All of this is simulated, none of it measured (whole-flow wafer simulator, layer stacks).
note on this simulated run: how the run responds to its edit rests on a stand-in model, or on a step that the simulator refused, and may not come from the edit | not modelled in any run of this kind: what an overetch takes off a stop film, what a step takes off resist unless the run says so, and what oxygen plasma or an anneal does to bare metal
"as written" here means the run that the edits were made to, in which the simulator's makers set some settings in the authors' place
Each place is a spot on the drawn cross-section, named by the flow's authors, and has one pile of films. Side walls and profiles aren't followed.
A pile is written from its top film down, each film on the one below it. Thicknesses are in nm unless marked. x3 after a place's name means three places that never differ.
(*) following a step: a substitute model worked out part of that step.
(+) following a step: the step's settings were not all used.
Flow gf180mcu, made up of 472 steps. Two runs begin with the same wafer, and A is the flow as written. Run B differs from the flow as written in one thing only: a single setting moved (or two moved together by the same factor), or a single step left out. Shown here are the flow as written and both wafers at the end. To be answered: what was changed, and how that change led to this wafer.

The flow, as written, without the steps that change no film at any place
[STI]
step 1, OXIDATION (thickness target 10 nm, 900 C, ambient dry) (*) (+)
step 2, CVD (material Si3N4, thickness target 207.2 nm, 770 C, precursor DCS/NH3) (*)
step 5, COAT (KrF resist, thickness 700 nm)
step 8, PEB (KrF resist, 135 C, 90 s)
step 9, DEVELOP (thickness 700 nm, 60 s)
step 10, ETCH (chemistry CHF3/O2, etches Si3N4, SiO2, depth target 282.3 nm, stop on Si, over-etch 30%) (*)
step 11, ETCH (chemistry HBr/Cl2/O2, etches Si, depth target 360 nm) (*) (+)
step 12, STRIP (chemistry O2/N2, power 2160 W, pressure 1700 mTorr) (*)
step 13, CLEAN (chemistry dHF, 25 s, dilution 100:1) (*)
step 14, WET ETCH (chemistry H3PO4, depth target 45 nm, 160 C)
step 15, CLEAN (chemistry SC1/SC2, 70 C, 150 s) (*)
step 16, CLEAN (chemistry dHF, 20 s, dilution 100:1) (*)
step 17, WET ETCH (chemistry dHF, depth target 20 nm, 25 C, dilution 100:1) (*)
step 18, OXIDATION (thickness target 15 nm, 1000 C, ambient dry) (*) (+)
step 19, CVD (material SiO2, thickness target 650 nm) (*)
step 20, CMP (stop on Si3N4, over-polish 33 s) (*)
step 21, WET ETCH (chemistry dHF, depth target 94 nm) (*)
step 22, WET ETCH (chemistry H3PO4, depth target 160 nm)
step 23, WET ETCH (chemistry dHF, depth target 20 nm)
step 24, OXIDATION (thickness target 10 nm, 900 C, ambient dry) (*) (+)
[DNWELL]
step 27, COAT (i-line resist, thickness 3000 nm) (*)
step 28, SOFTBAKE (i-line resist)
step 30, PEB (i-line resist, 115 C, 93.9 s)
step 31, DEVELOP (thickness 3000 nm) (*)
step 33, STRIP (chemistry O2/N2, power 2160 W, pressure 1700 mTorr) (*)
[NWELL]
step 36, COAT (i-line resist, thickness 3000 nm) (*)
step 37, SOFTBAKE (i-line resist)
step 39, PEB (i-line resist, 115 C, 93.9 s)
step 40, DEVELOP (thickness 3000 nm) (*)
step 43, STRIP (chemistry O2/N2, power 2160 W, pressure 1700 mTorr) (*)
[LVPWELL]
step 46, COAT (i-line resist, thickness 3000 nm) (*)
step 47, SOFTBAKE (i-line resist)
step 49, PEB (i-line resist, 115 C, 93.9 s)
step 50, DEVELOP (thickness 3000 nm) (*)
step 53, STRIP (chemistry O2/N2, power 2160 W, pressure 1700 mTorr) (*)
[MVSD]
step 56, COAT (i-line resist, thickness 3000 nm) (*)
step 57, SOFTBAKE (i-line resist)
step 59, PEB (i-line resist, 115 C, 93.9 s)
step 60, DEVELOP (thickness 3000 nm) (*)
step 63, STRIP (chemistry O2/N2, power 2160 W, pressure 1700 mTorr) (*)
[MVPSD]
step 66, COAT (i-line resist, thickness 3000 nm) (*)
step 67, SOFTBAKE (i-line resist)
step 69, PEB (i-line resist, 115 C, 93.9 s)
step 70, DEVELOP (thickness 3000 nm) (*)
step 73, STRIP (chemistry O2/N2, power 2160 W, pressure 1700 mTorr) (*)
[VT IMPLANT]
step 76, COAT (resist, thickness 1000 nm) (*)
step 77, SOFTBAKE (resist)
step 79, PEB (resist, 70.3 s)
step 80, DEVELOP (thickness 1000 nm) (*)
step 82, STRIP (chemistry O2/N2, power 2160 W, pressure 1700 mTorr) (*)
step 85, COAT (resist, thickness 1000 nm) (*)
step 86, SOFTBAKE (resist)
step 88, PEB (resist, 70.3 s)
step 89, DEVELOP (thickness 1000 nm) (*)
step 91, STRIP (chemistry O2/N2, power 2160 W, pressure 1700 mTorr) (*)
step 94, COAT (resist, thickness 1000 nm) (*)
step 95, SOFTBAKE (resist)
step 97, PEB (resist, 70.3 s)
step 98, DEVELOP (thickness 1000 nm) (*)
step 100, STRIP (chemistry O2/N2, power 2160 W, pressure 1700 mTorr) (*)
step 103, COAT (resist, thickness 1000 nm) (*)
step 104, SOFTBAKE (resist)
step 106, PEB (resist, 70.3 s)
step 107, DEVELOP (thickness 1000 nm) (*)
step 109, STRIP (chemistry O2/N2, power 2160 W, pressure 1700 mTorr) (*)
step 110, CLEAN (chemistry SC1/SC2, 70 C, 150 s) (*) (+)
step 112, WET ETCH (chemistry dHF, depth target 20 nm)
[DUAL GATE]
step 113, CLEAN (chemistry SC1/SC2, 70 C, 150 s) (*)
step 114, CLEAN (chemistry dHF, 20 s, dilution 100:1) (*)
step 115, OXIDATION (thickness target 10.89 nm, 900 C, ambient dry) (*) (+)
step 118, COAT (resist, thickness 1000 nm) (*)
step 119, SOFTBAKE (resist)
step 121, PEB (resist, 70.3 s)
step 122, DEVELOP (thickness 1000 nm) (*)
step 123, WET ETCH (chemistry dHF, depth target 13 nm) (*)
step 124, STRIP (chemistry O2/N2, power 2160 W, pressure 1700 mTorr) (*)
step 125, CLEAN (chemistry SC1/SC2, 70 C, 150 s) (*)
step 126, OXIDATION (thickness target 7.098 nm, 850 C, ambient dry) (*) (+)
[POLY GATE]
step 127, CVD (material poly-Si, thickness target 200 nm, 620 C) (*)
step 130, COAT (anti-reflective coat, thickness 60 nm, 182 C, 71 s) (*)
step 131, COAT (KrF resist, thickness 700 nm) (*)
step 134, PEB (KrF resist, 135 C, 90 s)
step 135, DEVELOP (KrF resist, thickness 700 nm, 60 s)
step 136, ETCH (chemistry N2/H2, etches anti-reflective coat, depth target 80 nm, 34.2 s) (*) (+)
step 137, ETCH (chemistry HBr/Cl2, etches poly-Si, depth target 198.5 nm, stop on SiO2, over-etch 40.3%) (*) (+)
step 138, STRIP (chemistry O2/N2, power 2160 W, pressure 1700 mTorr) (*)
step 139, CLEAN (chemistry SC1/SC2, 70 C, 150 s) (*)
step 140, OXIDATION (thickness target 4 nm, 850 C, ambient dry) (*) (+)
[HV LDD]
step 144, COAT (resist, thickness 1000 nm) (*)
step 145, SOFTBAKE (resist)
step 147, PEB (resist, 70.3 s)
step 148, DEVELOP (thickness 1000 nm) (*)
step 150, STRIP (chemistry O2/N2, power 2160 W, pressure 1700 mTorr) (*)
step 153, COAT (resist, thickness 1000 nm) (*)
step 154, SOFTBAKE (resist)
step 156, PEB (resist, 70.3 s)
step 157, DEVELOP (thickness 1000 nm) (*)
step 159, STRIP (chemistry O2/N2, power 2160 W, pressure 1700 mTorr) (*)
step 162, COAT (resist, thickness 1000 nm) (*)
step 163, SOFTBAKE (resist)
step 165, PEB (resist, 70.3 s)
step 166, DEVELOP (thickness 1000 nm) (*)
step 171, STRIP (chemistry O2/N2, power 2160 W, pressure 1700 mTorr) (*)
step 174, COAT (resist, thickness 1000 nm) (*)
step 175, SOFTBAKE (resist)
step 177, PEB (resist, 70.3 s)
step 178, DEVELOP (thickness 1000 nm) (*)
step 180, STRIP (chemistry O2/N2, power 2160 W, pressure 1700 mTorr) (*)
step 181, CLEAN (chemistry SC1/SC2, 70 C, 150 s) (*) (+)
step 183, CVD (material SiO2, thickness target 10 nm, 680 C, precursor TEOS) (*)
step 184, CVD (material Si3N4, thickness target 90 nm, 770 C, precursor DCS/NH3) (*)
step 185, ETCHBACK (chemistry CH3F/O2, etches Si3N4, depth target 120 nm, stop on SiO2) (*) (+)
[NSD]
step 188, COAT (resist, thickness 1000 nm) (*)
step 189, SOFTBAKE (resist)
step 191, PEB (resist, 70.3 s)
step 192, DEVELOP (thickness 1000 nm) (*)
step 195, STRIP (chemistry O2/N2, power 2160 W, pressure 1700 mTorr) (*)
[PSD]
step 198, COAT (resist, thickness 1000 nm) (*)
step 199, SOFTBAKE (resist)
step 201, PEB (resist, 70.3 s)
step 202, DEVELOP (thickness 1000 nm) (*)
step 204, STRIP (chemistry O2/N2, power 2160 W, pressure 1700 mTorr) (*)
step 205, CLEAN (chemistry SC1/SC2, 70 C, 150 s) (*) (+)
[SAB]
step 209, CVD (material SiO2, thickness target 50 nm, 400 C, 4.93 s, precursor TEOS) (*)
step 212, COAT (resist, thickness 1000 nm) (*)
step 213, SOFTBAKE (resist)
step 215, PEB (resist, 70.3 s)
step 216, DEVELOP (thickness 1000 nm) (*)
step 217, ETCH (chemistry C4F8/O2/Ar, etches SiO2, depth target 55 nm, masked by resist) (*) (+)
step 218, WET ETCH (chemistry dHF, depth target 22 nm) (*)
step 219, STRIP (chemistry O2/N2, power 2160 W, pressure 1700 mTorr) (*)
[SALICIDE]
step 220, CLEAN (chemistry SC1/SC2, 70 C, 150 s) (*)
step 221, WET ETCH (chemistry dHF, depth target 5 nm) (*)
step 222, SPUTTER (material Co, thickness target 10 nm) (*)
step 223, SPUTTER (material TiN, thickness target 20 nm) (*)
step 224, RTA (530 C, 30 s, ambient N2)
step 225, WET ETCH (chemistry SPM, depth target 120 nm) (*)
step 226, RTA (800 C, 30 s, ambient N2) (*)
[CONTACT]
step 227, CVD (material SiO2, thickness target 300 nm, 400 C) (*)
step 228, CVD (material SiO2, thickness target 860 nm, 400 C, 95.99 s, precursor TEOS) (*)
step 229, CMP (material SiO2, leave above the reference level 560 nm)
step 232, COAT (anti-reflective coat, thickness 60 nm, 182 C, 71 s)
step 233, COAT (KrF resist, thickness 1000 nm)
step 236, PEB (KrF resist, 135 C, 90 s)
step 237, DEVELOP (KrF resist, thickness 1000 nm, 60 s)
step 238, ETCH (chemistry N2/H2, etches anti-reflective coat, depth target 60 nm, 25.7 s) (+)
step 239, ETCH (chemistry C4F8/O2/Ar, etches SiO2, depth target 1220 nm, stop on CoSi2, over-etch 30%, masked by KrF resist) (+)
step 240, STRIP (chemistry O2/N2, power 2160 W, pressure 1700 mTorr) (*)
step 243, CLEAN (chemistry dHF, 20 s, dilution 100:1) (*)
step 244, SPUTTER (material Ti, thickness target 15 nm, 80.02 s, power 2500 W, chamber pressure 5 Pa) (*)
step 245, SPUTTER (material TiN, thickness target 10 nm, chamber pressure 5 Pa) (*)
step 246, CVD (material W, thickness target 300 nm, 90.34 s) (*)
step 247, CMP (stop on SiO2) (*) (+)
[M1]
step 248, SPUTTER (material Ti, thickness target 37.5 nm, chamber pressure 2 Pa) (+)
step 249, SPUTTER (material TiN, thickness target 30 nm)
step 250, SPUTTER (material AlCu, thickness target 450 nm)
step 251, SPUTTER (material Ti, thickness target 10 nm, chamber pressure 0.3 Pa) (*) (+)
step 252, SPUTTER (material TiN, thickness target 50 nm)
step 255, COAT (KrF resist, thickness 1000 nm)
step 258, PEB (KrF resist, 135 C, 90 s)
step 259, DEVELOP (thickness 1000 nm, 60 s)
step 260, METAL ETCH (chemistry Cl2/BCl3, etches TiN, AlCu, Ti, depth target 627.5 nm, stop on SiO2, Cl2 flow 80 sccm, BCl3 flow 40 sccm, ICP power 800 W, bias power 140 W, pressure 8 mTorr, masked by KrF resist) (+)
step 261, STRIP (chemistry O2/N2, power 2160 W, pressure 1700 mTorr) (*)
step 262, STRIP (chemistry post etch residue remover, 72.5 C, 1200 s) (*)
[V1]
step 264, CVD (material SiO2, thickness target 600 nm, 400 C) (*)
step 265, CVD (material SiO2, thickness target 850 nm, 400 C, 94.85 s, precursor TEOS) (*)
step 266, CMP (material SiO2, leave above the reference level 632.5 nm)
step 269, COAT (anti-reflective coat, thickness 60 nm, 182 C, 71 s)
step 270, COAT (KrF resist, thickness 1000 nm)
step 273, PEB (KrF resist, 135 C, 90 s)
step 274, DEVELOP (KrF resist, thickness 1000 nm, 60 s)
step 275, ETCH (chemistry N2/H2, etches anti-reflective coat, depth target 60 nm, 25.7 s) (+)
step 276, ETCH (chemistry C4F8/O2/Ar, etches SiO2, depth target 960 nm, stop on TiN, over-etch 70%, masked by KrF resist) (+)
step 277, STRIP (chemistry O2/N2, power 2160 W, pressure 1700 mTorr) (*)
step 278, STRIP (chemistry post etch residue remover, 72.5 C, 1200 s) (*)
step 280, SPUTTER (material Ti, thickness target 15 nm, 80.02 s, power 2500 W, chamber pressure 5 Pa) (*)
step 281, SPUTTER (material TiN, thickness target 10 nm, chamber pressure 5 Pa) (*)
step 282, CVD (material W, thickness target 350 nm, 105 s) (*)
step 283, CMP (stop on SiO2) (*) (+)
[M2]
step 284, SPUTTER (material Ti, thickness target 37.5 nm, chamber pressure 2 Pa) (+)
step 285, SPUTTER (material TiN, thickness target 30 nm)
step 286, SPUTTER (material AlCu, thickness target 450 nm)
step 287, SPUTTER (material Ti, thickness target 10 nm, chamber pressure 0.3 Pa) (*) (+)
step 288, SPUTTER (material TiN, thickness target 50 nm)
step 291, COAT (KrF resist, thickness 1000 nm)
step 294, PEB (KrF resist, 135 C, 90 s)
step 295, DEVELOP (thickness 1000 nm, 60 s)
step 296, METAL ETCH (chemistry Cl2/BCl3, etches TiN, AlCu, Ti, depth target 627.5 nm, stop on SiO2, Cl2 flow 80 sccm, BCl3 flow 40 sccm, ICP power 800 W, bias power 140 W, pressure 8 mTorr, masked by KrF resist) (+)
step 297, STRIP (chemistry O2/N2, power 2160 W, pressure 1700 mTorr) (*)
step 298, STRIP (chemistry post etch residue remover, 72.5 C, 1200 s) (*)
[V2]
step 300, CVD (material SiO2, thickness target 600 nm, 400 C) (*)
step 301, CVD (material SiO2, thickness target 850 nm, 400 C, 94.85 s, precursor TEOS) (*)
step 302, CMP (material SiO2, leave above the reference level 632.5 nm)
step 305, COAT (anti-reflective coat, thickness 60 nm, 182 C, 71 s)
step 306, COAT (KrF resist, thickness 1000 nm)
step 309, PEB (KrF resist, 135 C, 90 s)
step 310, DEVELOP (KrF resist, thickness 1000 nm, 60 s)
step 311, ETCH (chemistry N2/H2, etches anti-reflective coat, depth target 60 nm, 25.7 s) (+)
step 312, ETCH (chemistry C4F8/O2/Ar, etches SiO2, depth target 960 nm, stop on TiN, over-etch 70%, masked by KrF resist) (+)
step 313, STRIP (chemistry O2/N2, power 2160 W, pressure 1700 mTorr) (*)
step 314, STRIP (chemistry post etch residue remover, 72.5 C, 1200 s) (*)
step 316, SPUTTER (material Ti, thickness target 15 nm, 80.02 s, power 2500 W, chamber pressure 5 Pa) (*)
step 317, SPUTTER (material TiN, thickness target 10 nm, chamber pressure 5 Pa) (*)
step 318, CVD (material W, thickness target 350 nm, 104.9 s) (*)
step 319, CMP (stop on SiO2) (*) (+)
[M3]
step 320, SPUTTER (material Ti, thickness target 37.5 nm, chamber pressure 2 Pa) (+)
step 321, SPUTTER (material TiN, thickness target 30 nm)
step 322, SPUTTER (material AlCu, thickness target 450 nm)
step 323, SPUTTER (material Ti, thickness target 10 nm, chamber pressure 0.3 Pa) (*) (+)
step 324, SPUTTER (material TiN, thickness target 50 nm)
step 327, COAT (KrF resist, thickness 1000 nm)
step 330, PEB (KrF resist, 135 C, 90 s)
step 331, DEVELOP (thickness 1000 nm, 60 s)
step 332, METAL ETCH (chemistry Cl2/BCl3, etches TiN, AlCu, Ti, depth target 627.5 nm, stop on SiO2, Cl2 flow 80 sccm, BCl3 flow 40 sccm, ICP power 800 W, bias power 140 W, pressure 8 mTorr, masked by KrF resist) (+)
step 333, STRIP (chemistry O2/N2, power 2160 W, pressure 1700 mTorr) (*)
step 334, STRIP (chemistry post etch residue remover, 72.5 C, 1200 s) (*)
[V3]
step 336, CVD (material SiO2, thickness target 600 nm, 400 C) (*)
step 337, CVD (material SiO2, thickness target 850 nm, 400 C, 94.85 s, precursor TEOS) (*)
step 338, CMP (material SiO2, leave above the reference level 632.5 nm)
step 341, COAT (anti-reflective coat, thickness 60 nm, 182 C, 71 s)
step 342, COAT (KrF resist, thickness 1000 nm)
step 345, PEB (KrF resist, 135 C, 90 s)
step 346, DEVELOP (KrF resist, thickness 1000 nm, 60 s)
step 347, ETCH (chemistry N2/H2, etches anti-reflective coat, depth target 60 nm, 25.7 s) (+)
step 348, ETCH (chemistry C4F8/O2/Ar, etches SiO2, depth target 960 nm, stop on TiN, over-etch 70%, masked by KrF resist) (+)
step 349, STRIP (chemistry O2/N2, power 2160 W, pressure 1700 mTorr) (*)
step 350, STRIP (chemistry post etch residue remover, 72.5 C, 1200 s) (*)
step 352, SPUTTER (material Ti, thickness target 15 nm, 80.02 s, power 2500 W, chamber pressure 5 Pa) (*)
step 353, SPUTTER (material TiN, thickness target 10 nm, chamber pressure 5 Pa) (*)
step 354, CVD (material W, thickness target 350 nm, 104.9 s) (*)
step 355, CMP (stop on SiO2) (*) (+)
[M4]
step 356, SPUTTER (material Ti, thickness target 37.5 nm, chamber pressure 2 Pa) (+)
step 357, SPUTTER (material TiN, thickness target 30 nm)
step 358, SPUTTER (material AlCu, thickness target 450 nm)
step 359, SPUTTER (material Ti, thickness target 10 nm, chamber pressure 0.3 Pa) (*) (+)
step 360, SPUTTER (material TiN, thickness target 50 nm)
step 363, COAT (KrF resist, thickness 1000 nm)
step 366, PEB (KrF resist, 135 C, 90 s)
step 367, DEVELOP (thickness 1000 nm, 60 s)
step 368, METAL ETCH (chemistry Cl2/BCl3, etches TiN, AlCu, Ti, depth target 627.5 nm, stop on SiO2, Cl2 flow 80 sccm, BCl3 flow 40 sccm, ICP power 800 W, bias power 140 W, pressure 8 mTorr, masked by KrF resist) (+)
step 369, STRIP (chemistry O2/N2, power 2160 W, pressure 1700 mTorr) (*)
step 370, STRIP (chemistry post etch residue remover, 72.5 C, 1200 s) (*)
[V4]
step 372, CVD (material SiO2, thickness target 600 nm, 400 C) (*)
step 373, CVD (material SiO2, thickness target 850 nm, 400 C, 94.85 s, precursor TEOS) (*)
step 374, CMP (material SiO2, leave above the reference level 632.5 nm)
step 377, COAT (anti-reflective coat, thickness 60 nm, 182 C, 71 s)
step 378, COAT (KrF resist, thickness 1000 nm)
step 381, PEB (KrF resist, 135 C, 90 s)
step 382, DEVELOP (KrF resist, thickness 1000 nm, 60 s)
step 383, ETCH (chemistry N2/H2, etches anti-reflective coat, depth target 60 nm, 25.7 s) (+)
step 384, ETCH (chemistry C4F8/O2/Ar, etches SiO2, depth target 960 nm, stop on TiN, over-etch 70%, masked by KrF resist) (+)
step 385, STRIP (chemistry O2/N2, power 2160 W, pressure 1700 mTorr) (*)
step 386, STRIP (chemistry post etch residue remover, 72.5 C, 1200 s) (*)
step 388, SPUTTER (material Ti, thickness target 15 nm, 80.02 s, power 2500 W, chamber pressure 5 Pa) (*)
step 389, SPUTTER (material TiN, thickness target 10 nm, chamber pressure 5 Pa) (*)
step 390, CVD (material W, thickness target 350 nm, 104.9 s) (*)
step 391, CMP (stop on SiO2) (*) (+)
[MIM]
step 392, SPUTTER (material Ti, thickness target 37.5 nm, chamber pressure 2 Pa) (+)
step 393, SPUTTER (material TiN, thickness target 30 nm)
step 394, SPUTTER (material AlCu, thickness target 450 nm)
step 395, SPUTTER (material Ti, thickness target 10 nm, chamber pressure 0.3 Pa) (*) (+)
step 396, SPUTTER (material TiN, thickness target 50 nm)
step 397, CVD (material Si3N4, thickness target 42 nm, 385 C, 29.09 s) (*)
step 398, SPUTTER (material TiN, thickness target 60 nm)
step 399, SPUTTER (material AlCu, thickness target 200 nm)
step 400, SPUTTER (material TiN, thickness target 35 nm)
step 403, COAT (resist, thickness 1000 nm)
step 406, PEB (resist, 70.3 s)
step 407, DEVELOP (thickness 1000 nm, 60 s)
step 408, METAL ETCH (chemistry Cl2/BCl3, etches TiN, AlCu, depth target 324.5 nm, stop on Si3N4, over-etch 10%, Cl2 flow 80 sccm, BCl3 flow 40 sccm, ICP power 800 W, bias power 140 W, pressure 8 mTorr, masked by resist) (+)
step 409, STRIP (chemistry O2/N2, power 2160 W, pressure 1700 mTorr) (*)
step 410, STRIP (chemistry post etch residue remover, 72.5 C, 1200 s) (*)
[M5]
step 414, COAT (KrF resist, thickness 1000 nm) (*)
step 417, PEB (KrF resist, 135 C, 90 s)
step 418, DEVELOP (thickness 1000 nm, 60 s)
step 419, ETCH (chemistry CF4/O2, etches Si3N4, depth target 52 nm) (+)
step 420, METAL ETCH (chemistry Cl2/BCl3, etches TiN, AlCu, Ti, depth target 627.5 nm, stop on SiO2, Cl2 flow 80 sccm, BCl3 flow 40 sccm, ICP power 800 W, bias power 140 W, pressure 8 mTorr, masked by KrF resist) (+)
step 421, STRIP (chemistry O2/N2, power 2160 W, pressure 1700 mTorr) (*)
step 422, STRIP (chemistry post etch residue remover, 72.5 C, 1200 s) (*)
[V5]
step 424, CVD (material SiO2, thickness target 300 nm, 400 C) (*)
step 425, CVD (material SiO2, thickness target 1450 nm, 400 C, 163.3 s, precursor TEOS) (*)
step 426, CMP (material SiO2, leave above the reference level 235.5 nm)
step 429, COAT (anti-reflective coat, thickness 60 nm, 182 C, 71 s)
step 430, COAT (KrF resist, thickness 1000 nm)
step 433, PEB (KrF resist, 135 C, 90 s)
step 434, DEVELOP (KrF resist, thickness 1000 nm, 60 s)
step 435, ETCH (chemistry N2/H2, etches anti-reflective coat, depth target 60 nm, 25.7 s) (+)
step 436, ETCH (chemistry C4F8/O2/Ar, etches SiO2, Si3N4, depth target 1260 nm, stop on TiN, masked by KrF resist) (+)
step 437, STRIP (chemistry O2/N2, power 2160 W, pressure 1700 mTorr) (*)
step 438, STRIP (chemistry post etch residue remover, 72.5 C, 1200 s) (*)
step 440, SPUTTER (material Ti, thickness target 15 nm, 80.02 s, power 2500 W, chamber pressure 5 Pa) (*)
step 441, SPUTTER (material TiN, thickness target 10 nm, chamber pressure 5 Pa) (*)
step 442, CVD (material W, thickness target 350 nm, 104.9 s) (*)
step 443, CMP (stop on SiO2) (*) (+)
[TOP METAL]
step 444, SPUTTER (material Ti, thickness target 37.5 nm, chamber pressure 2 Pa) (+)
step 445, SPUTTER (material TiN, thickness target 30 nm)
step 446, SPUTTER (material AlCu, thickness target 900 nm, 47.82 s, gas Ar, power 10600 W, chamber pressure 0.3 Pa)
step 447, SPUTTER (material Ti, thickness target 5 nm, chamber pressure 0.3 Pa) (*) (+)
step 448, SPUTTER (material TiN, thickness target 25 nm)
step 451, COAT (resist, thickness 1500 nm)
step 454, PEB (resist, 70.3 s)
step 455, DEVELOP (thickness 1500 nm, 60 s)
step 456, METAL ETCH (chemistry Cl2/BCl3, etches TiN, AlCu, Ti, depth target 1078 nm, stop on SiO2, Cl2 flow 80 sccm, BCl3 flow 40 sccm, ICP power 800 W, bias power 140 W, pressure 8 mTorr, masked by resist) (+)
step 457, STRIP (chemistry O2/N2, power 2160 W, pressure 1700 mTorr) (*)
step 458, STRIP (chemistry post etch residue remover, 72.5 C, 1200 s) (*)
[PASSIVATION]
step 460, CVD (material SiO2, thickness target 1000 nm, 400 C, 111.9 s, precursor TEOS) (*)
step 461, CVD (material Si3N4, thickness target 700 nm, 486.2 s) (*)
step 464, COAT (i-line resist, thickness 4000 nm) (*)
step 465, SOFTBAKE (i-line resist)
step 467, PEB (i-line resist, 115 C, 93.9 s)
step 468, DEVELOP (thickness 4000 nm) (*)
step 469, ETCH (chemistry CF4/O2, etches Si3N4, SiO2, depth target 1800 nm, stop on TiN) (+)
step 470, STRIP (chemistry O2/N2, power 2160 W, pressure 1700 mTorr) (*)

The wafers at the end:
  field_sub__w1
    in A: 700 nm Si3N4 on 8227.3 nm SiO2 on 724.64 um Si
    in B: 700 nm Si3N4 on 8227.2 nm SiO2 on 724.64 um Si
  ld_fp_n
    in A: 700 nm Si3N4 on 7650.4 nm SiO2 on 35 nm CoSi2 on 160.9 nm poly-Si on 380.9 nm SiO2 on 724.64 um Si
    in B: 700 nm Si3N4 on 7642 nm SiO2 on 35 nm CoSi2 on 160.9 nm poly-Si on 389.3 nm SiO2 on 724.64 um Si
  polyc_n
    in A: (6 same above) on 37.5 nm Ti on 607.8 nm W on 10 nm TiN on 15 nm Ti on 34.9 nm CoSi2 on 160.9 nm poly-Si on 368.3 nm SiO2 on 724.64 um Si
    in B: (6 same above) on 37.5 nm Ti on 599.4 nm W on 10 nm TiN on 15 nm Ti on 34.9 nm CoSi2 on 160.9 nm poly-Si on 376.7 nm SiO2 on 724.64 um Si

The reason: step 23, WET ETCH: depth target 13.5 nm was run, whereas the flow has depth target 20 nm.

Step by step, how the change led to this:
  step 23, WET ETCH (chemistry dHF, depth target 20 nm)
      field, field_sub, sti and 33 more: A SiO2 loses 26 | B SiO2 loses 17.6
      npoly_sal: A SiO2 loses 26 | B SiO2 loses 17.5
  step 28, SOFTBAKE (i-line resist)
      ldn_fp, ldn_drn: A i-line resist gains 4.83 | B i-line resist gains 5.84
      field: A i-line resist gains 2.45 | B i-line resist gains 3.06
      (as well as at 29 more places)
  step 37, SOFTBAKE (i-line resist)
      ldn_fp, ldn_drn: A i-line resist gains 4.83 | B i-line resist gains 5.84
      field: A i-line resist gains 2.45 | B i-line resist gains 3.06
      (as well as at 29 more places)
  step 47, SOFTBAKE (i-line resist)
      ldn_fp, ldn_drn: A i-line resist gains 4.83 | B i-line resist gains 5.84
      field: A i-line resist gains 2.45 | B i-line resist gains 3.06
      (as well as at 29 more places)
  step 57, SOFTBAKE (i-line resist)
      ldn_fp, ldn_drn: A i-line resist gains 4.83 | B i-line resist gains 5.84
      field: A i-line resist gains 2.45 | B i-line resist gains 3.06
      (as well as at 29 more places)
  step 67, SOFTBAKE (i-line resist)
      ldn_fp, ldn_drn: A i-line resist gains 4.83 | B i-line resist gains 5.84
      field: A i-line resist gains 2.45 | B i-line resist gains 3.06
      (as well as at 29 more places)
  step 130, COAT (anti-reflective coat, thickness 60 nm, 182 C, 71 s) (*)
      p_well, spacer, sd_n: A anti-reflective coat gains 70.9 (new film) | B anti-reflective coat gains 79 (new film)
      ldn_acc, ldp_acc: A anti-reflective coat gains 66.9 (new film) | B anti-reflective coat gains 70.1 (new film)
      (as well as at 66 more places)
  step 136, ETCH (chemistry N2/H2, etches anti-reflective coat, depth target 80 nm, 34.2 s) (*) (+)
      p_well, spacer, sd_n: A anti-reflective coat loses 70.9 (all of it), poly-Si loses 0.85 | B anti-reflective coat loses 79 (all of it), poly-Si loses 0.64
      field: A anti-reflective coat loses 61.5 (all of it), poly-Si loses 1.09 | B anti-reflective coat loses 58.8 (all of it), poly-Si loses 1.16
      (as well as at 47 more places)
  step 138, STRIP (chemistry O2/N2, power 2160 W, pressure 1700 mTorr) (*)
      gate: A chemical SiO2 gains 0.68 (new film), KrF resist loses 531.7 (all of it), anti-reflective coat loses 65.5 (all of it), poly-Si loses 0.3 | B chemical SiO2 gains 0.68 (new film), KrF resist loses 532 (all of it), anti-reflective coat loses 69.2 (all of it), poly-Si loses 0.3
      gate_hv: A chemical SiO2 gains 0.68 (new film), KrF resist loses 528.4 (all of it), anti-reflective coat loses 61 (all of it), poly-Si loses 0.3 | B chemical SiO2 gains 0.68 (new film), KrF resist loses 530.1 (all of it), anti-reflective coat loses 62.3 (all of it), poly-Si loses 0.3
      (as well as at 18 more places)
  step 189, SOFTBAKE (resist)
      active_hv: A resist gains 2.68 | B resist loses 0.44
      active_nat: A resist gains 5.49 | B resist gains 9.28
  step 199, SOFTBAKE (resist)
      active_hv: A resist gains 2.68 | B resist loses 0.44
      active_nat: A resist gains 5.49 | B resist gains 9.28
  step 218, WET ETCH (chemistry dHF, depth target 22 nm) (*)
      active: A SiO2 loses 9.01 (all of it) | B SiO2 loses 8.05 (all of it)
  step 223, SPUTTER (material TiN, thickness target 20 nm) (*)
      ld_sd_n: A TiN gains 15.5 (new film) | B TiN gains 16.1 (new film)
  step 225, WET ETCH (chemistry SPM, depth target 120 nm) (*)
      ld_sd_n: A TiN loses 15.5 (all of it) | B TiN loses 16.1 (all of it)
  step 226, RTA (800 C, 30 s, ambient N2) (*)
      ld_sd_n: A CoSi2 gains 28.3 (new film), CoSi loses 16.1 (all of it), Si loses 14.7 | B CoSi2 gains 27.7 (new film), CoSi loses 15.8 (all of it), Si loses 14.4
  step 229, CMP (material SiO2, leave above the reference level 560 nm)
      ldn_sep__w1, ldn_sep__w2, ldn_dft and 8 more: A SiO2 loses 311 | B SiO2 loses 319.4
      sti, mim_1p0, pad, dice_street, iso_nw_fld, iso_fld_sub: A SiO2 loses 296.8 | B SiO2 loses 305.3
      (as well as at 40 more places)
